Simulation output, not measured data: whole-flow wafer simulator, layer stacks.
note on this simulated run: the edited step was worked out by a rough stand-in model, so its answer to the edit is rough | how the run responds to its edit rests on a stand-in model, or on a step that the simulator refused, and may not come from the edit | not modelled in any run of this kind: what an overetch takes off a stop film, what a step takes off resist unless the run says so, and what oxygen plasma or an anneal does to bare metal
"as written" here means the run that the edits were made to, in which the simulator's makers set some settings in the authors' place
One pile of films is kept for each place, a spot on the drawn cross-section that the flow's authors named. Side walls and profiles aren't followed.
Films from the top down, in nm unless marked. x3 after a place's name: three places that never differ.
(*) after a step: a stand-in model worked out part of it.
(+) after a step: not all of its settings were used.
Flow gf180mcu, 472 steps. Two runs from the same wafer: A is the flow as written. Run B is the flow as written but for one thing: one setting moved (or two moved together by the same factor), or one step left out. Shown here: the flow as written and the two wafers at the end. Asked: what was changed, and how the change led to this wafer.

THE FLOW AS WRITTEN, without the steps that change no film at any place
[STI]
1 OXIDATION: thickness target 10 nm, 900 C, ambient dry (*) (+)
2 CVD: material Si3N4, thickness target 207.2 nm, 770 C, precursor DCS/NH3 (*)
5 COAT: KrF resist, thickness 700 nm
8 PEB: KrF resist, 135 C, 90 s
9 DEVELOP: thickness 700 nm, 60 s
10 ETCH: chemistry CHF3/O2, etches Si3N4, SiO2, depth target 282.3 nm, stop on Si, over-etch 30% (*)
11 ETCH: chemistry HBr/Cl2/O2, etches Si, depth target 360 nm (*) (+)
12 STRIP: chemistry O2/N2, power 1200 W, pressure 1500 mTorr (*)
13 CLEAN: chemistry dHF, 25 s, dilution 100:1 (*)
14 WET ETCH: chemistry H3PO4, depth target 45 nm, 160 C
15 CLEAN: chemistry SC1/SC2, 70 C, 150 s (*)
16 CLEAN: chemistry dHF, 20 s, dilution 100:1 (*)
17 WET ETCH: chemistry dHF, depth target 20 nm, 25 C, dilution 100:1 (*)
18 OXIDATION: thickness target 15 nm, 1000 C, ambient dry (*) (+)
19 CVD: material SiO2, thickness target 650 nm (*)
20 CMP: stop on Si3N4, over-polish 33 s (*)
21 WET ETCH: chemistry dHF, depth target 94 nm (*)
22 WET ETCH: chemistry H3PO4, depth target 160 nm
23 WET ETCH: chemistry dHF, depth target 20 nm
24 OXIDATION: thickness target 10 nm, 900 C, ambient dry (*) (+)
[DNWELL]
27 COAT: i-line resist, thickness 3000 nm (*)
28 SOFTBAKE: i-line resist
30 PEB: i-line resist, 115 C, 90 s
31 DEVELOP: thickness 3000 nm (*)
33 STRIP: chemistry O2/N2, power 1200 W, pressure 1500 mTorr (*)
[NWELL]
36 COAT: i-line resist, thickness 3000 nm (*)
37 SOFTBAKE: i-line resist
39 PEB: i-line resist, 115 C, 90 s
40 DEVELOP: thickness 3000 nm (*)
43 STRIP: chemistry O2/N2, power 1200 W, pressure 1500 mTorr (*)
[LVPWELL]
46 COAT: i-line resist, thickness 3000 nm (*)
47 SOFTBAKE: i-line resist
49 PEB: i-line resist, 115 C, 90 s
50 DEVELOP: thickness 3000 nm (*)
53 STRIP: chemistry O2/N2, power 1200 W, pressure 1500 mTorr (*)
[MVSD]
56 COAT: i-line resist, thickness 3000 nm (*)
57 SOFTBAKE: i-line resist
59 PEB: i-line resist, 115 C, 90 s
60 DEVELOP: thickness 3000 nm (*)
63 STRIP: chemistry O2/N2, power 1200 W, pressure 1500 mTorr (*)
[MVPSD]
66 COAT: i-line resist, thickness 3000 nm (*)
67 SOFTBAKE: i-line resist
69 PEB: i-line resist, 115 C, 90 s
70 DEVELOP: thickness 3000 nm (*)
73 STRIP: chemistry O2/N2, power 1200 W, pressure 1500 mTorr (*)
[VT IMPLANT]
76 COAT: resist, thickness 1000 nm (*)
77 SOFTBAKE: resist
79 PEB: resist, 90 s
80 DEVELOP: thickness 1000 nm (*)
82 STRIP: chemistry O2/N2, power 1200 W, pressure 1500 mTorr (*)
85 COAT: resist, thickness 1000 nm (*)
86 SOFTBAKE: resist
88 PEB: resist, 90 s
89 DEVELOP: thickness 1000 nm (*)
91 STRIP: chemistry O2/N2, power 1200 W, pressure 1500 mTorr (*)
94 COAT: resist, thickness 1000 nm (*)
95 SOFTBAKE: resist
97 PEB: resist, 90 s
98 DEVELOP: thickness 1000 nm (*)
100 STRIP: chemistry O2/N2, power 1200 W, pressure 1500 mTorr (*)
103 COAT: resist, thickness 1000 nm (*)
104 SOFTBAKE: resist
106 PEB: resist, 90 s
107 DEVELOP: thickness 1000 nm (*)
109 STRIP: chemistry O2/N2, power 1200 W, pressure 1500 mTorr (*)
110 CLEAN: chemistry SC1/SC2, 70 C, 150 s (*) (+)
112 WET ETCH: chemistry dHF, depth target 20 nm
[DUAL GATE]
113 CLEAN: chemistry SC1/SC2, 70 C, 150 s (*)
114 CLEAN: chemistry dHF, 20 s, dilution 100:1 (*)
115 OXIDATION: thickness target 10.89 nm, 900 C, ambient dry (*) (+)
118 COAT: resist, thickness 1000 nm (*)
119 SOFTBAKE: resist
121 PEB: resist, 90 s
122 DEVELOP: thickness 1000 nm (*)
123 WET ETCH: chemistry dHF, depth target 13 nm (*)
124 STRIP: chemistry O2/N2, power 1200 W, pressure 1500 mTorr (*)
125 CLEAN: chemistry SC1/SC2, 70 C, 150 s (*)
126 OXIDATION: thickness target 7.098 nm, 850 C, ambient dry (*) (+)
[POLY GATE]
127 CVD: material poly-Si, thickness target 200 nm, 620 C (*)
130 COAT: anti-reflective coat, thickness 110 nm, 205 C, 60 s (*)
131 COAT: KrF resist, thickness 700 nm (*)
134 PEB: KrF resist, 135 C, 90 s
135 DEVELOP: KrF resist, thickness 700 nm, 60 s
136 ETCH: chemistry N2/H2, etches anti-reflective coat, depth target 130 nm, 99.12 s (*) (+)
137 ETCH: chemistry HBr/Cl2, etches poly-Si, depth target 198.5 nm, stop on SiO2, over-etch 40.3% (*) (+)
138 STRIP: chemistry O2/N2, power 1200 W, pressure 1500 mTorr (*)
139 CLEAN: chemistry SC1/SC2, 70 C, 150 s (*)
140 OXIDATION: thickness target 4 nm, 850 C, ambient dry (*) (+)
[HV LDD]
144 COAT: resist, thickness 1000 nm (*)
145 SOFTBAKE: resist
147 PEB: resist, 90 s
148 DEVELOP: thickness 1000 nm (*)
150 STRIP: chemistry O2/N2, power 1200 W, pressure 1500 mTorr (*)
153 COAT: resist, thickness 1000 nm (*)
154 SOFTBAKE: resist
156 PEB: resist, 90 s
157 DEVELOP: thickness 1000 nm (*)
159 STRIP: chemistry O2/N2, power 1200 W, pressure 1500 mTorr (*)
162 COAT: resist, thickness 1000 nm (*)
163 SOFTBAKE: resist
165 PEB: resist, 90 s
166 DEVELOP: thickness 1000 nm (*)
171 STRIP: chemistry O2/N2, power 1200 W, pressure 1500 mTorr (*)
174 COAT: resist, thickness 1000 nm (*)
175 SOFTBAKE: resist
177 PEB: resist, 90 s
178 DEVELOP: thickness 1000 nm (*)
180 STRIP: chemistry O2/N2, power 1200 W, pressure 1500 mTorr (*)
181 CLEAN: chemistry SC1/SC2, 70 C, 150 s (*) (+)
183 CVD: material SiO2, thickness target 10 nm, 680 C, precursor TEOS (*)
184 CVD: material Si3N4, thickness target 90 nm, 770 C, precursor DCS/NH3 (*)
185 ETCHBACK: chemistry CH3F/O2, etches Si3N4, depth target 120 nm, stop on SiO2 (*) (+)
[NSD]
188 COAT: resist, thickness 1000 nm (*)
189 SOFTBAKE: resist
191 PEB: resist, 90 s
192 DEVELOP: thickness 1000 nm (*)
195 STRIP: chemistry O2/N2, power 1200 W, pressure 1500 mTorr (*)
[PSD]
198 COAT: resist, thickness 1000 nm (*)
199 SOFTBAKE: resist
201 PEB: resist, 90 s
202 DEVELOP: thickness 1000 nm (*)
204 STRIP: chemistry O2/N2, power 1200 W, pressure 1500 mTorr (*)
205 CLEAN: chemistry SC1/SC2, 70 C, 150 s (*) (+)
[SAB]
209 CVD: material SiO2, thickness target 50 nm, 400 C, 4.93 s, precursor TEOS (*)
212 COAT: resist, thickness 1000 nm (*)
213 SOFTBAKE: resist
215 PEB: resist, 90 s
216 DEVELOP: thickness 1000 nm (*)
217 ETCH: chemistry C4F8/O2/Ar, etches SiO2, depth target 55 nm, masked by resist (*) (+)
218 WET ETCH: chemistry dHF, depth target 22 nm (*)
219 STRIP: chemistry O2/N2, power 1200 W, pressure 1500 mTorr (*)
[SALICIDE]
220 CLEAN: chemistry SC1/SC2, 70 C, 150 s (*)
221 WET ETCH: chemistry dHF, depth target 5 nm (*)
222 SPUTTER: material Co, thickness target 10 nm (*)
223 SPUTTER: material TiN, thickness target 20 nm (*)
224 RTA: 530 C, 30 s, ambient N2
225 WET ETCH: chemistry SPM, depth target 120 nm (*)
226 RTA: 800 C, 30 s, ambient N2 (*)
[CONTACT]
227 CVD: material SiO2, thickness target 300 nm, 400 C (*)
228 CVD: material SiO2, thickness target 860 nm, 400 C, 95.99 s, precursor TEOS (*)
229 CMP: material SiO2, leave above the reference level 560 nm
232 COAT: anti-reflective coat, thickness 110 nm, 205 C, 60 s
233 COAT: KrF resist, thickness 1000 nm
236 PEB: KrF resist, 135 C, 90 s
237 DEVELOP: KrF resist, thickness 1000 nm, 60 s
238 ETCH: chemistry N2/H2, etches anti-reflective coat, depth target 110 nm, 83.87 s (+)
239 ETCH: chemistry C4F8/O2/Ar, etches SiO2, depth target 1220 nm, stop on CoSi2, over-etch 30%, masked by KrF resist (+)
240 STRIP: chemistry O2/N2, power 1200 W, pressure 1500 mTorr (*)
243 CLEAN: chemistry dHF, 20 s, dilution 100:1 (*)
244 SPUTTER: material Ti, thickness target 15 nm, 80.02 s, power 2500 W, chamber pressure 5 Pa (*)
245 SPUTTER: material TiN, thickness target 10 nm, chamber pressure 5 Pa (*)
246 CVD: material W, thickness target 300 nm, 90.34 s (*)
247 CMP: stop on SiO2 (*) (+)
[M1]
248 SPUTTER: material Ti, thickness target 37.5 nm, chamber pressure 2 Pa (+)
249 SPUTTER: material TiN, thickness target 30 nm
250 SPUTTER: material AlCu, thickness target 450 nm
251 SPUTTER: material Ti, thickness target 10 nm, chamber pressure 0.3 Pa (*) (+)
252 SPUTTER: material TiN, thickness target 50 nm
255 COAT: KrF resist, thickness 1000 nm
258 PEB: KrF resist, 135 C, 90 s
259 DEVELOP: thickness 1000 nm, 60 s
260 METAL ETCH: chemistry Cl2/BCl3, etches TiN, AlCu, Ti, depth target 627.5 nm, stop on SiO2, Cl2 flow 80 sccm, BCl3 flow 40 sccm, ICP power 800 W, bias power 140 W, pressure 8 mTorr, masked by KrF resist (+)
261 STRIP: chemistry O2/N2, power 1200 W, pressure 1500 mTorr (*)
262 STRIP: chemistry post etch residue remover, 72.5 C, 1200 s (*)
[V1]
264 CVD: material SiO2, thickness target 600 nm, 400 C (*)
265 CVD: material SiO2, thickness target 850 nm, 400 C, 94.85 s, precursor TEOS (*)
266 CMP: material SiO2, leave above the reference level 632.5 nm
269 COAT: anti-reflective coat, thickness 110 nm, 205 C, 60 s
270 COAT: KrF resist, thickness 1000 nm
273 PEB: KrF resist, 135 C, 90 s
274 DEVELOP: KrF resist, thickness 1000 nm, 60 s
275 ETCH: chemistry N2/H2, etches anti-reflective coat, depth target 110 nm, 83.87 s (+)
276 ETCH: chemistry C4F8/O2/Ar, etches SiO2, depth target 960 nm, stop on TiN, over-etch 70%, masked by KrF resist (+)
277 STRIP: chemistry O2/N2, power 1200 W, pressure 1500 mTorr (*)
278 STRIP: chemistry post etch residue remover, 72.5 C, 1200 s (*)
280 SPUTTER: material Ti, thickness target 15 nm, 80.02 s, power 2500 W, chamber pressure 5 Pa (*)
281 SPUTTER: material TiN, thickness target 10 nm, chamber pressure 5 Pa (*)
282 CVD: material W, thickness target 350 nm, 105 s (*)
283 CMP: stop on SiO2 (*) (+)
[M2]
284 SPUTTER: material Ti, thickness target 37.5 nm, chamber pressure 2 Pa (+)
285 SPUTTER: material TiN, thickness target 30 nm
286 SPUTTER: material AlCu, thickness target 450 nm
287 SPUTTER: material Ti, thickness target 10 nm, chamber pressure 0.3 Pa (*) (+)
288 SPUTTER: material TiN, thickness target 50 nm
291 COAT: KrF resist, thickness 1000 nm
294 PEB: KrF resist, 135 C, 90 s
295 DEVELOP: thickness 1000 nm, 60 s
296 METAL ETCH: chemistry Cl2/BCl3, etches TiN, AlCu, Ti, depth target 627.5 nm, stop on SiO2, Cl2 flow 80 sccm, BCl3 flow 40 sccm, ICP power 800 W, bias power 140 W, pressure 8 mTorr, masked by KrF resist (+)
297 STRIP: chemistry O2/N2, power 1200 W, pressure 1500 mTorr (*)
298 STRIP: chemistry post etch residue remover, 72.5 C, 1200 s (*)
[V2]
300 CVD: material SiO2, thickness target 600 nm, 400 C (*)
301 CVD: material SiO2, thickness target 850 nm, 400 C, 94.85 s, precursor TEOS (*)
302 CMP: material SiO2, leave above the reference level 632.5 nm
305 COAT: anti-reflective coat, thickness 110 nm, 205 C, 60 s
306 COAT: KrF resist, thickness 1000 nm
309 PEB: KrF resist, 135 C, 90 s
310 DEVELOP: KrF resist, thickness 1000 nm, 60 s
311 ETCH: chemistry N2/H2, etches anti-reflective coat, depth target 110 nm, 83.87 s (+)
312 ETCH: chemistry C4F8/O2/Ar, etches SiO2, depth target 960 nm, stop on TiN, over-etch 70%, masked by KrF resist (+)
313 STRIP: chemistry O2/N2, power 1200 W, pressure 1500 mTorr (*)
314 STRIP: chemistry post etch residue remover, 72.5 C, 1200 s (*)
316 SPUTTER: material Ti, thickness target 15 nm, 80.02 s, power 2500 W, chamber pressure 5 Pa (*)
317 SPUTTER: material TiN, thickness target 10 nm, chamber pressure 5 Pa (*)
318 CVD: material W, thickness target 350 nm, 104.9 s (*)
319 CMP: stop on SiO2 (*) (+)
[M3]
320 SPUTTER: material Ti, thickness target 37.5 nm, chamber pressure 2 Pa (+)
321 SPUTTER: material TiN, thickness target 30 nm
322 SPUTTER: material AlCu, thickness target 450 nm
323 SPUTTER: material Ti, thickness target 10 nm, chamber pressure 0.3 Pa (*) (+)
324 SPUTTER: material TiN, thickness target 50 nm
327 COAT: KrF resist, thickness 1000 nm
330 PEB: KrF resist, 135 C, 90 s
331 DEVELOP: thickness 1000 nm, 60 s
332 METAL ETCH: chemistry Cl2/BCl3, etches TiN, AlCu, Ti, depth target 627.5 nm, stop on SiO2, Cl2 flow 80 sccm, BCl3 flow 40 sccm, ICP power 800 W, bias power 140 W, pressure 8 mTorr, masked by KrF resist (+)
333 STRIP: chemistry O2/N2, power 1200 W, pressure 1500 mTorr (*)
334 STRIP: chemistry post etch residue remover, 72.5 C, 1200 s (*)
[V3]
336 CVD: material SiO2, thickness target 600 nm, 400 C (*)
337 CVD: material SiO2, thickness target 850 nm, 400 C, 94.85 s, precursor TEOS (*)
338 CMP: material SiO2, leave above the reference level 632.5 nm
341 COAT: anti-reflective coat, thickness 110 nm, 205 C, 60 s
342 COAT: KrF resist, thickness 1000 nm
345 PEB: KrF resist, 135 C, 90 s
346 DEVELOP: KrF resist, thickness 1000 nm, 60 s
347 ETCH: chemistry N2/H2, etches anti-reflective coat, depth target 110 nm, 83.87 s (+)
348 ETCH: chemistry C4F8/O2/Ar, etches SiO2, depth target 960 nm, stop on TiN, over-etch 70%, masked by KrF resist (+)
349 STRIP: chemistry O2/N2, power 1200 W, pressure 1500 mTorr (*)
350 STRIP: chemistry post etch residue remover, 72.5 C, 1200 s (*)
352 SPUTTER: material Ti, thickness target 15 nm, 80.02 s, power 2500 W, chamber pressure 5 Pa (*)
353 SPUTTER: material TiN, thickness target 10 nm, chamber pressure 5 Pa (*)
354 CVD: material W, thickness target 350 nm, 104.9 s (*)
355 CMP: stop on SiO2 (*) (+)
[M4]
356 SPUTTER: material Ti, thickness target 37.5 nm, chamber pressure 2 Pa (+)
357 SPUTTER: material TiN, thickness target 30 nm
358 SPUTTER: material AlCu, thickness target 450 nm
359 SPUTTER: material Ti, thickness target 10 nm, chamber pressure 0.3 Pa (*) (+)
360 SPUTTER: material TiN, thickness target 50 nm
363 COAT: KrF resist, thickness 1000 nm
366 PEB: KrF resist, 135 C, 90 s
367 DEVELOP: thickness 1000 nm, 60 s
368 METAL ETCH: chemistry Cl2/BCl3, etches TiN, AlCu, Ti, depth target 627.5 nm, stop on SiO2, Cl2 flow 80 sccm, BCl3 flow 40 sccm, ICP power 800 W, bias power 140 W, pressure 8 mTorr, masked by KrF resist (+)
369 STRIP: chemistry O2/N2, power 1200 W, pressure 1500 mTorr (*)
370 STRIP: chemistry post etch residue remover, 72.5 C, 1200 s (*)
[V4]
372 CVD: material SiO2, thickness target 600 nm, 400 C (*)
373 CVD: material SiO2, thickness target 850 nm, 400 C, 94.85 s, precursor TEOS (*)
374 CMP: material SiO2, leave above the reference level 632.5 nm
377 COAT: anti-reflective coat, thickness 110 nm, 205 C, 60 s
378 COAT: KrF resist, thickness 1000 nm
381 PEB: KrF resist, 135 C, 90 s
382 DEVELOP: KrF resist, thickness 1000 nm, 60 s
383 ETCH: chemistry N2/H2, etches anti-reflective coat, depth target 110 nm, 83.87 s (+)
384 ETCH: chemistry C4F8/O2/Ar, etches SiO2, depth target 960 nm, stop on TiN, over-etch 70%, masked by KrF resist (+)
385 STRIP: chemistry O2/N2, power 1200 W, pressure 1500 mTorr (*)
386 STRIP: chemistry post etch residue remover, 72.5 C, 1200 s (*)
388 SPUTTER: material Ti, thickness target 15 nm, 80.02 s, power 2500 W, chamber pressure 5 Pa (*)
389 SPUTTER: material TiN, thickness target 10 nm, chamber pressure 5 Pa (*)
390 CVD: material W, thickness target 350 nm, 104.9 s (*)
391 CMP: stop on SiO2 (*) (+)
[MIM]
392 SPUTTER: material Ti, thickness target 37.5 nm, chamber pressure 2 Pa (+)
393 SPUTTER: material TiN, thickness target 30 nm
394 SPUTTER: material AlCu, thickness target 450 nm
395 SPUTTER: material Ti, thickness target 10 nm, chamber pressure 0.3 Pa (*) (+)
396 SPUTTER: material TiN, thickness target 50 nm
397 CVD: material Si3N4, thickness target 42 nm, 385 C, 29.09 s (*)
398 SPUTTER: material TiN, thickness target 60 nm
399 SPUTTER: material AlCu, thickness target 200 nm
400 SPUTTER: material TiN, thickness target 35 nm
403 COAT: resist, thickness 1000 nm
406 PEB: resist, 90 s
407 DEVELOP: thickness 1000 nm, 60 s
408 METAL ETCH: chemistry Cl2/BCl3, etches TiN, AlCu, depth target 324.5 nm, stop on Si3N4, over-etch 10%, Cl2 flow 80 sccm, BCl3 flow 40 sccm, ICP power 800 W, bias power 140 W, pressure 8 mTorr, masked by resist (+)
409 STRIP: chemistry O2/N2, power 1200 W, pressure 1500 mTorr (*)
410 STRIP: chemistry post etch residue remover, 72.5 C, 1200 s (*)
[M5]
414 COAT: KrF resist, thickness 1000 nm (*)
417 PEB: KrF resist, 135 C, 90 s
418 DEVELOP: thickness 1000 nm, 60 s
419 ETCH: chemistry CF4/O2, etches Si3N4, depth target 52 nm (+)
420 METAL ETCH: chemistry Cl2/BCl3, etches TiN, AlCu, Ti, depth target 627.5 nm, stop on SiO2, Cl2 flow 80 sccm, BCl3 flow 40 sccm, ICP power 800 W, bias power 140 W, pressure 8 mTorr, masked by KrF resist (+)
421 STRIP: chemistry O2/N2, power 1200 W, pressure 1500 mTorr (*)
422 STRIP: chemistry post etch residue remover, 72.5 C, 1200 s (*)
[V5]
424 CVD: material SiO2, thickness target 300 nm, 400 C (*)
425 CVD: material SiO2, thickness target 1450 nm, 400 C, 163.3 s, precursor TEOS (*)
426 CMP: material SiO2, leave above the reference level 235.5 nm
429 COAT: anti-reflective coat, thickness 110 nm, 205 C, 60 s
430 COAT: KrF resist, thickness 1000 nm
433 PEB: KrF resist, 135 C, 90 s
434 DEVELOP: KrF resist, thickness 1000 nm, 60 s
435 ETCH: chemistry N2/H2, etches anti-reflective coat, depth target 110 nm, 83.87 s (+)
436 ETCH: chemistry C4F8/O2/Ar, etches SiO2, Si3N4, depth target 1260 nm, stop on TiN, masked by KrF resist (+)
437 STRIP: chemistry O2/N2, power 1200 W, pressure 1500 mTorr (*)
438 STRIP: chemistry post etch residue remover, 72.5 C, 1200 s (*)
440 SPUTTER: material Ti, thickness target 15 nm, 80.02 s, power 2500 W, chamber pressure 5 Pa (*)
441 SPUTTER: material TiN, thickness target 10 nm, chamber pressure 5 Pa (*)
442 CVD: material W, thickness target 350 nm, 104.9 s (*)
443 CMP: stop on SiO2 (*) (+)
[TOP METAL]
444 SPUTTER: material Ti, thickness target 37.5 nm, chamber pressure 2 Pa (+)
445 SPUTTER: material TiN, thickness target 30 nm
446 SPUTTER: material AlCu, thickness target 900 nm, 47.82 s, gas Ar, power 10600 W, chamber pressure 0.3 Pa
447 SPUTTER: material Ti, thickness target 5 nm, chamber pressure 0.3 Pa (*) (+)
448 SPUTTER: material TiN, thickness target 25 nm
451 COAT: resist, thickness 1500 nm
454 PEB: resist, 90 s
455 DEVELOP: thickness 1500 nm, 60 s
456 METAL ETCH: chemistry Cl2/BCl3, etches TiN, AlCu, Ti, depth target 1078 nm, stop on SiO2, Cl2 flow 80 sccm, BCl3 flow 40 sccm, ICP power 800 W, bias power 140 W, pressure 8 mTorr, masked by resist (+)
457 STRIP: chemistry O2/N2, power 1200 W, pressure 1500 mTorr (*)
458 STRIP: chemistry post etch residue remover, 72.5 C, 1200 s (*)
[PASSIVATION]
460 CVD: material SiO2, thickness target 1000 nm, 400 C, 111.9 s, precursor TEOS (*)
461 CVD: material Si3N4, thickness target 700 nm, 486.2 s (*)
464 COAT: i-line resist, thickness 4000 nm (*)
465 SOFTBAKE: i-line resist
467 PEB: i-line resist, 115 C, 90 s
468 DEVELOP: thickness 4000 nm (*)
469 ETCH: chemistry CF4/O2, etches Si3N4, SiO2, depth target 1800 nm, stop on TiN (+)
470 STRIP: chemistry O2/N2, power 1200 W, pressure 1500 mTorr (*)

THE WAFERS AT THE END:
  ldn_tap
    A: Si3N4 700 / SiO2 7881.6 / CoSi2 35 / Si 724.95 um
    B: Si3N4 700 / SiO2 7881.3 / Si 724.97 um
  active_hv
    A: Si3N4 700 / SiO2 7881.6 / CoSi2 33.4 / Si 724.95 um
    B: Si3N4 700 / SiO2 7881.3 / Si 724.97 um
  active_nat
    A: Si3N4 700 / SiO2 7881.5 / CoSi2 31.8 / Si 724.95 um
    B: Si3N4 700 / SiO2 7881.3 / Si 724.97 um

The cause: step 1, OXIDATION: 1080 C was run, where the flow has 900 C.

How the change led to this, step by step:
  1 OXIDATION: thickness target 10 nm, 900 C, ambient dry (*) (+)
      field, field_sub, active and 77 more: A SiO2 +10 (new film), Si -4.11 | B SiO2 +55.2 (new film), Si -24
  10 ETCH: chemistry CHF3/O2, etches Si3N4, SiO2, depth target 282.3 nm, stop on Si, over-etch 30% (*)
      field, field_sub, sti and 34 more: A Si3N4 -207.2 (all of it), SiO2 -10 (all of it), Si -13 | B Si3N4 -207.2 (all of it), SiO2 -55.2 (all of it), Si -4
  11 ETCH: chemistry HBr/Cl2/O2, etches Si, depth target 360 nm (*) (+)
      active, n_well, p_well and 40 more: A KrF resist -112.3 | B KrF resist -100.3
      field, field_sub, sti and 34 more: A Si -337 | B Si -300.8
  12 STRIP: chemistry O2/N2, power 1200 W, pressure 1500 mTorr (*)
      active, n_well, p_well and 40 more: A KrF resist -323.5 (all of it) | B KrF resist -335.6 (all of it)
  23 WET ETCH: chemistry dHF, depth target 20 nm
      active, n_well, p_well and 40 more: A SiO2 -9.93 (all of it) | B SiO2 -20
  24 OXIDATION: thickness target 10 nm, 900 C, ambient dry (*) (+)
      active, n_well, p_well and 40 more: A SiO2 +10 (new film), Si -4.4 | B SiO2 +4.99, Si -2.2
  28 SOFTBAKE: i-line resist
      n_well, nw_enc_fld_lv: A i-line resist +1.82 | B i-line resist +2.49
      ldp_dft, ldp_drn: A i-line resist +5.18 | B i-line resist +6.82
      (and at 44 more places)
  37 SOFTBAKE: i-line resist
      n_well, nw_enc_fld_lv: A i-line resist +1.82 | B i-line resist +2.49
      ldp_dft, ldp_drn: A i-line resist +5.18 | B i-line resist +6.82
      (and at 44 more places)
  47 SOFTBAKE: i-line resist
      n_well, nw_enc_fld_lv: A i-line resist +1.82 | B i-line resist +2.49
      ldp_dft, ldp_drn: A i-line resist +5.18 | B i-line resist +6.82
      (and at 44 more places)
  57 SOFTBAKE: i-line resist
      n_well, nw_enc_fld_lv: A i-line resist +1.82 | B i-line resist +2.49
      ldp_dft, ldp_drn: A i-line resist +5.18 | B i-line resist +6.82
      (and at 44 more places)
  67 SOFTBAKE: i-line resist
      n_well, nw_enc_fld_lv: A i-line resist +1.82 | B i-line resist +2.49
      ldp_dft, ldp_drn: A i-line resist +5.18 | B i-line resist +6.82
      (and at 44 more places)
  112 WET ETCH: chemistry dHF, depth target 20 nm
      active, n_well, p_well and 40 more: A SiO2 -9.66 (all of it) | B SiO2 -20
  113 CLEAN: chemistry SC1/SC2, 70 C, 150 s (*)
      active, n_well, p_well and 40 more: A chemical SiO2 +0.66 (new film), Si -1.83 | B SiO2 -0.34
  114 CLEAN: chemistry dHF, 20 s, dilution 100:1 (*)
      active, n_well, p_well and 40 more: A chemical SiO2 -0.66 (all of it) | B SiO2 -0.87
  115 OXIDATION: thickness target 10.89 nm, 900 C, ambient dry (*) (+)
      active, n_well, p_well and 40 more: A SiO2 +10.9 (new film), Si -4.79 | B SiO2 +6.29, Si -2.77
  118 COAT: resist, thickness 1000 nm (*)
      p_well, spacer, sd_n: A resist +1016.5 (new film) | B resist +1041.1 (new film)
      ldp_gr: A resist +1019.3 (new film) | B resist +1040.6 (new film)
  ... 55 more steps ...
  246 CVD: material W, thickness target 300 nm, 90.34 s (*)
      polyc_n, polyc_p: A W +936 (new film) | B W +898.7 (new film)
Counting metal films that touch as one body, ldn_tap has 0 bodies; the flow as written gives 1 body.
Counting metal films that touch as one body, active_hv has 0 bodies; the flow as written gives 1 body.
Counting metal films that touch as one body, active_nat has 0 bodies; the flow as written gives 1 body.
